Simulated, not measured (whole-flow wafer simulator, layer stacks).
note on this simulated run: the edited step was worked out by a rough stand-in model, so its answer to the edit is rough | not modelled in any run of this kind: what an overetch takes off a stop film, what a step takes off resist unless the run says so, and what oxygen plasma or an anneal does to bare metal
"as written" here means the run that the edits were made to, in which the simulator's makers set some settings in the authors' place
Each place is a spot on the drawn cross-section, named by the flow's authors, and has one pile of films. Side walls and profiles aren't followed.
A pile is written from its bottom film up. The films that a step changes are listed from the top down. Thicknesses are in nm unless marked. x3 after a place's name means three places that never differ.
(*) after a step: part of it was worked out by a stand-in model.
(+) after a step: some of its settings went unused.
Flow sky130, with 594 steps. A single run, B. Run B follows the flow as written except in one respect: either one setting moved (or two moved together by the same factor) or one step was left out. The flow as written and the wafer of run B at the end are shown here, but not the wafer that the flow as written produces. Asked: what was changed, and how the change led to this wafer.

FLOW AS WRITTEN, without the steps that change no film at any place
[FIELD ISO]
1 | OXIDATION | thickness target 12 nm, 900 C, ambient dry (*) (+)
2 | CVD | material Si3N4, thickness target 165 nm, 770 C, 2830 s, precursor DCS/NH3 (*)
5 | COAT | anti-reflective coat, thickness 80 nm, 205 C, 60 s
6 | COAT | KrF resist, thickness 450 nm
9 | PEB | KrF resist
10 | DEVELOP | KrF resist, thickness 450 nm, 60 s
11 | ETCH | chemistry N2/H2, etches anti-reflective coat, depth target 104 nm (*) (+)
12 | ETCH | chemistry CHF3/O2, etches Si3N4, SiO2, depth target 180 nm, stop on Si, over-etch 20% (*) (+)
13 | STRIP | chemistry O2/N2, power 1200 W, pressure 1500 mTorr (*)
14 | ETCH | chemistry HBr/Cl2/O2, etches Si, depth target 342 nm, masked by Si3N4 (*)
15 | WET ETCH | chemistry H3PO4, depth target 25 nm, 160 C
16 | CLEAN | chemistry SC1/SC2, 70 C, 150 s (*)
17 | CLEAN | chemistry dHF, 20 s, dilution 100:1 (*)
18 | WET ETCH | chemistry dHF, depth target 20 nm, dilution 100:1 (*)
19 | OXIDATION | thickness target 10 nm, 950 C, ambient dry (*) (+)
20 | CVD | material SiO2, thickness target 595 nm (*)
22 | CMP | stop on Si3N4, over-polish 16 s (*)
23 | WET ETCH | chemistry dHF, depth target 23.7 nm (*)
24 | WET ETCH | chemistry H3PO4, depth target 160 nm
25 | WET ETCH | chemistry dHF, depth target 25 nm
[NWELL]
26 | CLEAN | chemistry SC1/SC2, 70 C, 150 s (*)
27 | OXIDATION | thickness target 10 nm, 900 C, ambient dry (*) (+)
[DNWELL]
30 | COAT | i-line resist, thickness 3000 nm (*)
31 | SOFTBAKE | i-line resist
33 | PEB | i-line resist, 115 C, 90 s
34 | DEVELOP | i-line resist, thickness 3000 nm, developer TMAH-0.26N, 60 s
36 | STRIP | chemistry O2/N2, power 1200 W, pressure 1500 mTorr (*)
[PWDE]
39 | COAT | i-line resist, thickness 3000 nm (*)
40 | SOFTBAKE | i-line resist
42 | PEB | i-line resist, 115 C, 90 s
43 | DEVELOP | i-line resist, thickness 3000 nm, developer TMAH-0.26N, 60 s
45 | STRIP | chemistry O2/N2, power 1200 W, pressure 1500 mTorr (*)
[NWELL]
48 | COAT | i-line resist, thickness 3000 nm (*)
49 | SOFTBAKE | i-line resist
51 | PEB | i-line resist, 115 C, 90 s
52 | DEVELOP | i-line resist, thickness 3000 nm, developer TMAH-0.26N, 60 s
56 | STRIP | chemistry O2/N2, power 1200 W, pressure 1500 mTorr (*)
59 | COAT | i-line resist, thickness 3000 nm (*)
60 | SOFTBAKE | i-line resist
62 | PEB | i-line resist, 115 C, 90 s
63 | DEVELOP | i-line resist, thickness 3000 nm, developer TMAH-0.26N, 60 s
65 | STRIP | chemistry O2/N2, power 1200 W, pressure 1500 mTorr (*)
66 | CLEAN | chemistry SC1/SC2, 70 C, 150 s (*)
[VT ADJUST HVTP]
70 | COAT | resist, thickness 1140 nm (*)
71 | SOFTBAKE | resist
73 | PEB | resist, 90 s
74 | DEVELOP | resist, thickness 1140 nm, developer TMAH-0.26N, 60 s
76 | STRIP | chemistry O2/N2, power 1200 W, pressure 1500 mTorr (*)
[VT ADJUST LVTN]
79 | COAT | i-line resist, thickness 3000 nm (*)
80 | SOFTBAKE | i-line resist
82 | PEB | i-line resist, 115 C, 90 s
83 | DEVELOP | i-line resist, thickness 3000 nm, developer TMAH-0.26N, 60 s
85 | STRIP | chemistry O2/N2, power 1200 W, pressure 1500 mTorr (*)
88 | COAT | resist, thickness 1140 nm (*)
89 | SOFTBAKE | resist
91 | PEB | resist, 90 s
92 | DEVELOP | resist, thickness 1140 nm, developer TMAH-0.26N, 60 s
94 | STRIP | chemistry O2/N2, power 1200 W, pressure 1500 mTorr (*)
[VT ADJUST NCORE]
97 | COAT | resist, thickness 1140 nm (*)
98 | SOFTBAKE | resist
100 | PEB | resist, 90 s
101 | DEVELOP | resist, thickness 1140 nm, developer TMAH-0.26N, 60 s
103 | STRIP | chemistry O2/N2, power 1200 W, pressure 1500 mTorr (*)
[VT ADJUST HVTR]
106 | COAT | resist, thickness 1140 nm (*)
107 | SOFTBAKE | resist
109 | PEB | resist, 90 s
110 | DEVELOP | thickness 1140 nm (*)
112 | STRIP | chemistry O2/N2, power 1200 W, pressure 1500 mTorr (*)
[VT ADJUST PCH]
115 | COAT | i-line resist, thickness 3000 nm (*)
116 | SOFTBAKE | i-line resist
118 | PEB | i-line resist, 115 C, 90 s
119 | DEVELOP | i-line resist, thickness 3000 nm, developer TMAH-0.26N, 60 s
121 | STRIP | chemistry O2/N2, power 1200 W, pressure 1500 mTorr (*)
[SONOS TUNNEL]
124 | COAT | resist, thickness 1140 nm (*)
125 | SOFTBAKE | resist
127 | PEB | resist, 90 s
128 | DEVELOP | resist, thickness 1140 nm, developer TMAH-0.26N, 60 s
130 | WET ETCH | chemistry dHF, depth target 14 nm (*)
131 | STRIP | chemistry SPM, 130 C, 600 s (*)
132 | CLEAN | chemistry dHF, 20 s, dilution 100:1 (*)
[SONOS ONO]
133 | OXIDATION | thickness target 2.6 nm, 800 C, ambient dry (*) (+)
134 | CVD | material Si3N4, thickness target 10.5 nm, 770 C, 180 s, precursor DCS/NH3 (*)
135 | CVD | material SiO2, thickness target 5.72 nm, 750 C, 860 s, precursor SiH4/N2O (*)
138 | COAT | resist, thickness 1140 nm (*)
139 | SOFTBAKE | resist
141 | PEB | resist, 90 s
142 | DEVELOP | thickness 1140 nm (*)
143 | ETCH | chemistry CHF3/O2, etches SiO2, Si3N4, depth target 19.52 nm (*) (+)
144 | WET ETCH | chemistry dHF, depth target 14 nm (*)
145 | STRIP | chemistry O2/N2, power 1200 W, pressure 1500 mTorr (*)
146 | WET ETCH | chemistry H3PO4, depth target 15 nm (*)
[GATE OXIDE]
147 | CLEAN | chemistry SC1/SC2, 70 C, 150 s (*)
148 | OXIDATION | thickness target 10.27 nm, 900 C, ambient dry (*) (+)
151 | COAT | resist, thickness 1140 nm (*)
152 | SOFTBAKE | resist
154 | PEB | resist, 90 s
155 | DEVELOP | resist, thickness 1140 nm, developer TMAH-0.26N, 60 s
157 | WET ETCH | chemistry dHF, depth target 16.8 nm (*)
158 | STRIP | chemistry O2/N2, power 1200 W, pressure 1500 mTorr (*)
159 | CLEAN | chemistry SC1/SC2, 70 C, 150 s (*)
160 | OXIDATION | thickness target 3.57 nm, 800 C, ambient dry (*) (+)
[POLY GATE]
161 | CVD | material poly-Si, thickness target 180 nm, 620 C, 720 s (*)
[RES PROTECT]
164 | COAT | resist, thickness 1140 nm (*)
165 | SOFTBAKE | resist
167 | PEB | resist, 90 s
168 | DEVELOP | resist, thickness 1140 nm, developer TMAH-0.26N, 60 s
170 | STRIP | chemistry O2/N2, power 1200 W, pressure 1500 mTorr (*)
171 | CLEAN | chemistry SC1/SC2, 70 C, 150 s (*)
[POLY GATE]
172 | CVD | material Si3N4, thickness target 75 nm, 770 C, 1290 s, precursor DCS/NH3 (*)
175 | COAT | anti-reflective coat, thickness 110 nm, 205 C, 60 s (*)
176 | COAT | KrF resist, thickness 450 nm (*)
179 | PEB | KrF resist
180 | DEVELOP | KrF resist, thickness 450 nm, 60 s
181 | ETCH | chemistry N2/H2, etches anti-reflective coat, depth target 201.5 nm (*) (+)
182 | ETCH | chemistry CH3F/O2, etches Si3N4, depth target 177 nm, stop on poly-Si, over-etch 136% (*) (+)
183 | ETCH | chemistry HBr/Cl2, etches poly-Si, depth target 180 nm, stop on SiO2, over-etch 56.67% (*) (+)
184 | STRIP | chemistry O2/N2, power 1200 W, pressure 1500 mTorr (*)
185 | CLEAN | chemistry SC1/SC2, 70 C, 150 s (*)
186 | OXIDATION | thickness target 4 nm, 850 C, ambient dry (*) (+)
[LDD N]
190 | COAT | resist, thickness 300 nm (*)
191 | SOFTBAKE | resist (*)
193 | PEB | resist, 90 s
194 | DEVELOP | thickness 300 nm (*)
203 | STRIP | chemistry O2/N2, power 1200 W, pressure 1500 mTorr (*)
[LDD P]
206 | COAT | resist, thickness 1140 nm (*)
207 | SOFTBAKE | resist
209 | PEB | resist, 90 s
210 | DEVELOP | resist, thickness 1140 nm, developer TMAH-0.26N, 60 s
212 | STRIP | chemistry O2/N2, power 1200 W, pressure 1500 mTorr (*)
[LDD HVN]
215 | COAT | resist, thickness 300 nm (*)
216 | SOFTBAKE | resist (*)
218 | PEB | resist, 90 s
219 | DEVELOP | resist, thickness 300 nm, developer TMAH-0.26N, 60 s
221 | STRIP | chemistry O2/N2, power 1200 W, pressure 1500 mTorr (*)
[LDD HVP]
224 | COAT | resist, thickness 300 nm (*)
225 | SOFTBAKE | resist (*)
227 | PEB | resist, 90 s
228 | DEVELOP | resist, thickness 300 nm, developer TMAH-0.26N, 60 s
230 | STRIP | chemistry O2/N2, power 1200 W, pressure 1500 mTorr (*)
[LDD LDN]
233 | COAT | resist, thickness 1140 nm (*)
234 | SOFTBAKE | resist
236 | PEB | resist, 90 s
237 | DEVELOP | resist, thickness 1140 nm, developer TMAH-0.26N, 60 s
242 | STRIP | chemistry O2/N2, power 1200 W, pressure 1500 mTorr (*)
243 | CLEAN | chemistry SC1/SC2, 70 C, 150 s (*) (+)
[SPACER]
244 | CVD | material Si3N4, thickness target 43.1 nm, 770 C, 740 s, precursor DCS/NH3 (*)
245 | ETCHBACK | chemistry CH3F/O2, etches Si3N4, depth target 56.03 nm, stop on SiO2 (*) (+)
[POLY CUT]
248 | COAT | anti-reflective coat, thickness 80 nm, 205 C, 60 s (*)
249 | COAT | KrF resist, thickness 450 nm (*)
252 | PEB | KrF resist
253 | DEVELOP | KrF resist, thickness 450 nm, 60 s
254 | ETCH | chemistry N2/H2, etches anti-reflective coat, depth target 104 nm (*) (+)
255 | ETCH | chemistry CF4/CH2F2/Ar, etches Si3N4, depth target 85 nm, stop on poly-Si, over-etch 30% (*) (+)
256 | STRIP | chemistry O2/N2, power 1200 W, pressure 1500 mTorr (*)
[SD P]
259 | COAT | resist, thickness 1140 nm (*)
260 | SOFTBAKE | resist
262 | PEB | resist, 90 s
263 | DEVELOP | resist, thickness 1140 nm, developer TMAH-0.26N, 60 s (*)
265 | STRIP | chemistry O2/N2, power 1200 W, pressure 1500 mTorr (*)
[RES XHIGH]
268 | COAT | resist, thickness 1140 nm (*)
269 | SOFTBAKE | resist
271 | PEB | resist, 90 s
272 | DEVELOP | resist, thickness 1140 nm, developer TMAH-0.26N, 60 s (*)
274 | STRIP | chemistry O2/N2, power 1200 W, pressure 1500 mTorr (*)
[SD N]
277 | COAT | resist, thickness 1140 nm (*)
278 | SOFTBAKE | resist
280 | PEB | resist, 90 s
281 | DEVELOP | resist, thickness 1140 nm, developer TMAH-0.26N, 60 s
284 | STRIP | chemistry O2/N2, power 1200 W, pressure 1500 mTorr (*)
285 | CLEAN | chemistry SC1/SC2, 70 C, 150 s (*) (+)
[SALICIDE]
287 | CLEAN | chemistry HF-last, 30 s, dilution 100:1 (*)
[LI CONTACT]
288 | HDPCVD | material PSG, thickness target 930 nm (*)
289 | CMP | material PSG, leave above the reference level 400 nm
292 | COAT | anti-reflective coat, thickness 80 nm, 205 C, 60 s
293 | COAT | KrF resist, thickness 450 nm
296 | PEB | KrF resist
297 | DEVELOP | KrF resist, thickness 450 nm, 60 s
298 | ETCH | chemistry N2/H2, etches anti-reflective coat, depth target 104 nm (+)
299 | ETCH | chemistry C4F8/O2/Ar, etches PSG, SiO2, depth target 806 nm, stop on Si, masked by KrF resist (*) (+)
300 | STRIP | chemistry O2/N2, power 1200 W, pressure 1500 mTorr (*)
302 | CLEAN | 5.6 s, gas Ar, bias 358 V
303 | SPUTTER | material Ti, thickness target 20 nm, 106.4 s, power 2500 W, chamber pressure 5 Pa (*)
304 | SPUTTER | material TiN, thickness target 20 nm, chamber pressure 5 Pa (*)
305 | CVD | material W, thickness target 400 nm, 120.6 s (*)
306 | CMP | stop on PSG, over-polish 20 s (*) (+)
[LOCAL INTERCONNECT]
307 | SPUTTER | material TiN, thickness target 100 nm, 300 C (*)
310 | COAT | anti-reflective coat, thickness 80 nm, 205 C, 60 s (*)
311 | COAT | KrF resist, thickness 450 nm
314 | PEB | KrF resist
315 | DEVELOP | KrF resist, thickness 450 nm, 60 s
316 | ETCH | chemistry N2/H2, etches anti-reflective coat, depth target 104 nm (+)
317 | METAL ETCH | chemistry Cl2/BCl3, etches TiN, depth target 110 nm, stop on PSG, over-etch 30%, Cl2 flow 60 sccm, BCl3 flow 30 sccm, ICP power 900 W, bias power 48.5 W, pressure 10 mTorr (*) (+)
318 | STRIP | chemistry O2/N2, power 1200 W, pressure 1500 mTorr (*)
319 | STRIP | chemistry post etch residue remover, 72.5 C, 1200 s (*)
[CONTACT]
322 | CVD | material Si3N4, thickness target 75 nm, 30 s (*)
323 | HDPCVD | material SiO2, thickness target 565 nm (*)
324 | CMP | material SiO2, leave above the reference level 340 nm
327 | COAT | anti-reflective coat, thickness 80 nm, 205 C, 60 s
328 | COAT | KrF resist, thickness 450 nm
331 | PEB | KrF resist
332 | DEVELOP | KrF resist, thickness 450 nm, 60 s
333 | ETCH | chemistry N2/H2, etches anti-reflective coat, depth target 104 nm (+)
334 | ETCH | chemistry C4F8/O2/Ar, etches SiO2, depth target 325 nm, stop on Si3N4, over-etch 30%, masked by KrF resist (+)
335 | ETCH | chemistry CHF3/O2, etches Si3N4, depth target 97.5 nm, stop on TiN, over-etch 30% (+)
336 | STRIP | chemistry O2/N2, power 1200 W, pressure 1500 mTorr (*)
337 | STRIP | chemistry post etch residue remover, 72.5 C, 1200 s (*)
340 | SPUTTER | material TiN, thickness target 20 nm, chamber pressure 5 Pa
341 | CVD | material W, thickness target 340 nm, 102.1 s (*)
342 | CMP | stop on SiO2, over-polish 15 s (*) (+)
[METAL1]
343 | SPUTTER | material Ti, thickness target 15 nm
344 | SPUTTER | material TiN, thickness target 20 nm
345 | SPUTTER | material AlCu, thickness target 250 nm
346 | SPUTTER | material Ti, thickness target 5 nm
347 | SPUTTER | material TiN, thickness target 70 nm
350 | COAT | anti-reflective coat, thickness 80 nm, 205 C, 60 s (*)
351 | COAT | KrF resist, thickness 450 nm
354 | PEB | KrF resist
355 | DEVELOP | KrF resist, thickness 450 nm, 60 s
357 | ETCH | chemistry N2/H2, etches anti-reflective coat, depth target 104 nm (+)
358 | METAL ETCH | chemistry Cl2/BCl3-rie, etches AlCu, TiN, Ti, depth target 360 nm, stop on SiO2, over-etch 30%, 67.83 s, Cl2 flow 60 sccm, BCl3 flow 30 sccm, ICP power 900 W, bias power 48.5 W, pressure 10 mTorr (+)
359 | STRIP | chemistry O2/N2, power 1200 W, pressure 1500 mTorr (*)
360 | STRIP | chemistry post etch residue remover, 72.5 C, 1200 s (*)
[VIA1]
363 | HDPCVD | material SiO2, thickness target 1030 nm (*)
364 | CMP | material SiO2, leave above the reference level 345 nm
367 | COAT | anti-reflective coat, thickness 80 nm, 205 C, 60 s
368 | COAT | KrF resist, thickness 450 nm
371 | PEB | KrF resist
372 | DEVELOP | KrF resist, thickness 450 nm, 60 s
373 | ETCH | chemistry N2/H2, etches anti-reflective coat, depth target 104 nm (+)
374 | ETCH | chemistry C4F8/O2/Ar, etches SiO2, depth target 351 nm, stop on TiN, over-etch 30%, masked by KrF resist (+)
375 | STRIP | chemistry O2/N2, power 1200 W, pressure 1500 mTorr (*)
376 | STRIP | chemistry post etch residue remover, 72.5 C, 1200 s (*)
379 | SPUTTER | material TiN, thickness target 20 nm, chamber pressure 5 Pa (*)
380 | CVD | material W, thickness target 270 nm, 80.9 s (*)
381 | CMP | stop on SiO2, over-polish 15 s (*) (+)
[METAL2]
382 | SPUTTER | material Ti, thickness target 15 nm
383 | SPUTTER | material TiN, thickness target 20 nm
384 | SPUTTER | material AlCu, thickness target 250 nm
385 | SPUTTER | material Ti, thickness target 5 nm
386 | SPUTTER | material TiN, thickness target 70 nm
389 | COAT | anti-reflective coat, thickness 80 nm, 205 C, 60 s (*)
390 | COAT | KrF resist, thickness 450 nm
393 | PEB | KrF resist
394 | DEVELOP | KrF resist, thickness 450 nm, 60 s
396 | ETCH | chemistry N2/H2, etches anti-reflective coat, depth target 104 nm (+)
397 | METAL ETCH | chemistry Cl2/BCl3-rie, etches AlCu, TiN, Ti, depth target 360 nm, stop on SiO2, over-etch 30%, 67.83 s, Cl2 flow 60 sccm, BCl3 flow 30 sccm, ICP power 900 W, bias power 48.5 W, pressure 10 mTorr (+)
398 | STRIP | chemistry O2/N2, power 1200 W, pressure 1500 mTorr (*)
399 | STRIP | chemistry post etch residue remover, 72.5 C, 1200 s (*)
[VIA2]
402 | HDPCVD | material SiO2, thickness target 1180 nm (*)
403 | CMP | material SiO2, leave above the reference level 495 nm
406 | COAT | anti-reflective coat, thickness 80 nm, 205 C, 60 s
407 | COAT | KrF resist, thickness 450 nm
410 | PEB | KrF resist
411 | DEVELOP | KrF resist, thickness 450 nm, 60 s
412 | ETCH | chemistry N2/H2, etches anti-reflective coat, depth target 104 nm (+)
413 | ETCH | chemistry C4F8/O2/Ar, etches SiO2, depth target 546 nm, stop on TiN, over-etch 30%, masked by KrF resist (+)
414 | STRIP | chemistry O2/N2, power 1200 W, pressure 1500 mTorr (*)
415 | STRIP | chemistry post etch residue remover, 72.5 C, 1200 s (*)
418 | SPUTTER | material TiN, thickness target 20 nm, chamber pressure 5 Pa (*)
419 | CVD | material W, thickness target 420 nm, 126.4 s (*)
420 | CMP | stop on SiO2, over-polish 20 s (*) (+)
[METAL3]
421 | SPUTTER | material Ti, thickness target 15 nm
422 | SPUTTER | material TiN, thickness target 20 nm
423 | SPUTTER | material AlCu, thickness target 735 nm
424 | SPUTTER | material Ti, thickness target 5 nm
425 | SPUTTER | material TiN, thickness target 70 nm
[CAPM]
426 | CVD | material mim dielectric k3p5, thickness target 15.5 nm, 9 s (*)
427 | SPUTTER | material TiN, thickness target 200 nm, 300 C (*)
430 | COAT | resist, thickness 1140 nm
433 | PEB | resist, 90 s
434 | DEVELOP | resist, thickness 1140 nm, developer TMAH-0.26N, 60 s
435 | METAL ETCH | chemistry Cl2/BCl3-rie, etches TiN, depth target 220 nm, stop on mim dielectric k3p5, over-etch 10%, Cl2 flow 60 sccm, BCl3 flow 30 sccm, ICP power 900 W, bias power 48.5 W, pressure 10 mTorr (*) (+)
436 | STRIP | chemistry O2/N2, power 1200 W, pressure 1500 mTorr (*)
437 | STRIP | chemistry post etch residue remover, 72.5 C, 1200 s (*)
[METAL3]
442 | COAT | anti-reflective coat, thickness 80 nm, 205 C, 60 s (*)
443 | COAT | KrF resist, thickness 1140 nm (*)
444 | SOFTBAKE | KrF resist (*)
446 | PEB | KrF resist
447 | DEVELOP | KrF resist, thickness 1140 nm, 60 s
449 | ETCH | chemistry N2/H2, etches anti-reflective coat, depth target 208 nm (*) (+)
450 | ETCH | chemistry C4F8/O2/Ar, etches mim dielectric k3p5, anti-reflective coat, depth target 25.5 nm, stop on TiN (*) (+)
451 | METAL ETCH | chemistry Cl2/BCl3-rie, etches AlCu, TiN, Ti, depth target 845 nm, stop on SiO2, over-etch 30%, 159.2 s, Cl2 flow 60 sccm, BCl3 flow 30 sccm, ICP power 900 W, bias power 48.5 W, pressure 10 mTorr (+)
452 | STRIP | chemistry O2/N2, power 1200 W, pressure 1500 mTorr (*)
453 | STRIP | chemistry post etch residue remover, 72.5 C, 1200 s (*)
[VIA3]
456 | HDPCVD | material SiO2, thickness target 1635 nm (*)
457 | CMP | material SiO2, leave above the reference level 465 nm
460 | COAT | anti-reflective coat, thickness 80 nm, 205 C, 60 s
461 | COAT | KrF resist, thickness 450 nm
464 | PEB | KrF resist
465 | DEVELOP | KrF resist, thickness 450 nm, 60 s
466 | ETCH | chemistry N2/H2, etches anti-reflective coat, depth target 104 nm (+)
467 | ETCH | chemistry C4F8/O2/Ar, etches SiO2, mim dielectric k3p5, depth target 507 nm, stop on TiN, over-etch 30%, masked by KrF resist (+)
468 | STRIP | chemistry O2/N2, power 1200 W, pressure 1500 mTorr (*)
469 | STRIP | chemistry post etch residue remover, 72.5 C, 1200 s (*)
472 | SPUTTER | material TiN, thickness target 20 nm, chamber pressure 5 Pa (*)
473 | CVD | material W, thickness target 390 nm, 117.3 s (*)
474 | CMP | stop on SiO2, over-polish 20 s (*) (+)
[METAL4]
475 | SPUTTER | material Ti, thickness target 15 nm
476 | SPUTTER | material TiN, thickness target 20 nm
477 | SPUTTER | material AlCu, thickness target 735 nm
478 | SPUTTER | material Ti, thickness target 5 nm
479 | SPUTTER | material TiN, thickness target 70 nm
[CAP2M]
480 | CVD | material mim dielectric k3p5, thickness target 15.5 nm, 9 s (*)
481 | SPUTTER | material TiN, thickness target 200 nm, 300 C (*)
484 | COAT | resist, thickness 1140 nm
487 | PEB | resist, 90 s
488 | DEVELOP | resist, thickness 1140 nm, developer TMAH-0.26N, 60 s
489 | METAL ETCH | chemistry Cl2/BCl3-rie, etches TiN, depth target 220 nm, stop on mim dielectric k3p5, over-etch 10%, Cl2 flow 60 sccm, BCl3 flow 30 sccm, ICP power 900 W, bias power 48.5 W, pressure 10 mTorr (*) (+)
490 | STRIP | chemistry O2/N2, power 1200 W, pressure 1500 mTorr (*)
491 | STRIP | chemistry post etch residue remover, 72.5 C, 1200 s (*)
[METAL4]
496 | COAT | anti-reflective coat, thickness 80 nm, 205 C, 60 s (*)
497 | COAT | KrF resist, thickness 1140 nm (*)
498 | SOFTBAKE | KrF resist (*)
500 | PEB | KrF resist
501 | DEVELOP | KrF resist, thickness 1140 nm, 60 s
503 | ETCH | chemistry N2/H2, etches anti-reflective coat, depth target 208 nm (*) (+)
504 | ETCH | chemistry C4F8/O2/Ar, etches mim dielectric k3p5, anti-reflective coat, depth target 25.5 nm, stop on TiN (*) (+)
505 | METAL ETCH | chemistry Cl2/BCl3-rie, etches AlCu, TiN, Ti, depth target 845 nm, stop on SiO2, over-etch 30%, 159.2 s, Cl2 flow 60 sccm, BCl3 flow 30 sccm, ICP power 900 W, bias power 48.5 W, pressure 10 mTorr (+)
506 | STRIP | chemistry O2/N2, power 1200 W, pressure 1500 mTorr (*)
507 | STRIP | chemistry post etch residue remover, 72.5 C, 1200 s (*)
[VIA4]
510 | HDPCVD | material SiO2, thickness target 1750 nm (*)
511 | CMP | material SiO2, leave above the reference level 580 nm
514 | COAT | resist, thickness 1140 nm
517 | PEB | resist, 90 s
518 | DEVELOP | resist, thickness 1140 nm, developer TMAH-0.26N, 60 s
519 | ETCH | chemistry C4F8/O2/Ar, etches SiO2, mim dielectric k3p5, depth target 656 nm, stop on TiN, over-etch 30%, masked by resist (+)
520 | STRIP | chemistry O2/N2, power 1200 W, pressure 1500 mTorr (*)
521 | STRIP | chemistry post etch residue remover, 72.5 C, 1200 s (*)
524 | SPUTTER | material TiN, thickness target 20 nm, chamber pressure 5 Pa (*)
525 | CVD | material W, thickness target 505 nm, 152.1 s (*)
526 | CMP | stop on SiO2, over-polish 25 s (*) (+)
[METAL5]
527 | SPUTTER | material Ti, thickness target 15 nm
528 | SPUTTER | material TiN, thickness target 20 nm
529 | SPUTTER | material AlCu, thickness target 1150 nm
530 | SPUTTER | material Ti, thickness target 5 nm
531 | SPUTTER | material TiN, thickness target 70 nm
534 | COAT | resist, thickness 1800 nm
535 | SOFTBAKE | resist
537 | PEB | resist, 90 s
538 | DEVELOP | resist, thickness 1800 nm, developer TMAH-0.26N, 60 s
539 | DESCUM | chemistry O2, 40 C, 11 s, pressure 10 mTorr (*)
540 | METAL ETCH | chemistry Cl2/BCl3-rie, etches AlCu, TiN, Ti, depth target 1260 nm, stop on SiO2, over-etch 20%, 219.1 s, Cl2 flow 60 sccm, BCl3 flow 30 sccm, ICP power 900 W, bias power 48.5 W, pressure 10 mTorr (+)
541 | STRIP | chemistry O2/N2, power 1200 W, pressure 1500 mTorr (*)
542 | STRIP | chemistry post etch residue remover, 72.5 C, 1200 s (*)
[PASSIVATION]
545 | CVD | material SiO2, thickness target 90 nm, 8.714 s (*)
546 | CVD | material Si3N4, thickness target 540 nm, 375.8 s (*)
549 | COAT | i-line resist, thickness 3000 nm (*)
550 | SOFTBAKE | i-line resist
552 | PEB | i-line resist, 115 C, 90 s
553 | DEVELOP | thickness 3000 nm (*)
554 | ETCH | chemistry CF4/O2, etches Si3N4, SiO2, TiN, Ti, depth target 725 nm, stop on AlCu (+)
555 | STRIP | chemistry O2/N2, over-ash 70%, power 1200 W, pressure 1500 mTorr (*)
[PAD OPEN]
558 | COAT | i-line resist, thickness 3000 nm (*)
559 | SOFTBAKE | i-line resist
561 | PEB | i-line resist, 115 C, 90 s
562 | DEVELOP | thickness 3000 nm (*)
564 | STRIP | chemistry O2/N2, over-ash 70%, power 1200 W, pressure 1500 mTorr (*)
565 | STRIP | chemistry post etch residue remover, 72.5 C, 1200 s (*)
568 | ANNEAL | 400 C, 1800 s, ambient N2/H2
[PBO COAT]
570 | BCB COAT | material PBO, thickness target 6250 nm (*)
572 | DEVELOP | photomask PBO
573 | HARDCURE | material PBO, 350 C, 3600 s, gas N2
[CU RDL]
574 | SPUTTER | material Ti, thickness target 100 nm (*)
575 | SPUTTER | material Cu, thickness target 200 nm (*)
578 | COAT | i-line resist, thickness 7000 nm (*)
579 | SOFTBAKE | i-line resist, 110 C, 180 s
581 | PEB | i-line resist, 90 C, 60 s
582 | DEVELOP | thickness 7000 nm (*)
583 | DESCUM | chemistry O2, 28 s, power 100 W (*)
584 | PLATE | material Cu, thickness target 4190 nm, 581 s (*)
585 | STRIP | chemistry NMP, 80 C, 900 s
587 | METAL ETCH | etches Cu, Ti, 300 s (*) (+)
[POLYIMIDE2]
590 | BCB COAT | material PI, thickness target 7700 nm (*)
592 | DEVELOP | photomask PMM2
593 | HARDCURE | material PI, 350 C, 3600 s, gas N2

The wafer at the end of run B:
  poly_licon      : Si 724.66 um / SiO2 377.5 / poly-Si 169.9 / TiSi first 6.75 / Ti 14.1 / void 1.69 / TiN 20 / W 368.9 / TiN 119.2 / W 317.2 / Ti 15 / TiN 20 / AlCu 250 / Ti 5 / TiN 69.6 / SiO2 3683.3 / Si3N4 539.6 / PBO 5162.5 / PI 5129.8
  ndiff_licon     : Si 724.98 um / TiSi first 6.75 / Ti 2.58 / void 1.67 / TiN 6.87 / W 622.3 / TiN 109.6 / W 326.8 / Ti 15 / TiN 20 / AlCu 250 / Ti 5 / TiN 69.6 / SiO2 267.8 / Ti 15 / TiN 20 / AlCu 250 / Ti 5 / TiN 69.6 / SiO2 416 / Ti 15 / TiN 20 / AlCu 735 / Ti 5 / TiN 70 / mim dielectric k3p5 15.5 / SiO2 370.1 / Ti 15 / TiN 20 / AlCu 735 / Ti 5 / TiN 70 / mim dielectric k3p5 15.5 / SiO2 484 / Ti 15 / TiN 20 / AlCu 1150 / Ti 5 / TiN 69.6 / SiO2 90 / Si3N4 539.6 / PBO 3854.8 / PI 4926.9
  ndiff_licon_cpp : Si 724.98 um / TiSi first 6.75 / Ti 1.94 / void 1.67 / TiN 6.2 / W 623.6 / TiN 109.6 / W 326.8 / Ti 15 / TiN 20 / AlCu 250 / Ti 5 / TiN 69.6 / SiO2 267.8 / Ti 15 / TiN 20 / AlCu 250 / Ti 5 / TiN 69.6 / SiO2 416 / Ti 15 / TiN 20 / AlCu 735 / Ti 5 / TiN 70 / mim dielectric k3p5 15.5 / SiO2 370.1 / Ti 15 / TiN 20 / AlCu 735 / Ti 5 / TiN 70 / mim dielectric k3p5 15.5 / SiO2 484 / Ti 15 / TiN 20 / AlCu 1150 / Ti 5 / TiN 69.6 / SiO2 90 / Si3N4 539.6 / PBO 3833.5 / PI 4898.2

The reason: step 303, SPUTTER: thickness target 18 nm was run, though the flow has thickness target 20 nm.

The path from the change to this, step by step:
  303 | SPUTTER | material Ti, thickness target 20 nm, 106.4 s, power 2500 W, chamber pressure 5 Pa (*)
      field, active, n_well and 185 more: +18 Ti (new film) (in the flow as written it would be: +20 Ti (new film))
      ndiff_licon: +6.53 Ti (new film) (in the flow as written it would be: +7.24 Ti (new film))
      (and at 2 other places as well)
  306 | CMP | stop on PSG, over-polish 20 s (*) (+)
      field, active, n_well and 184 more: -400 W (all of it), -20 TiN (all of it), -18 Ti (all of it), -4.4 PSG (in the flow as written it would be: -400 W (all of it), -20 TiN (all of it), -20 Ti (all of it), -4.4 PSG)
      poly_licon: -31.1 W (in the flow as written it would be: -33.1 W)
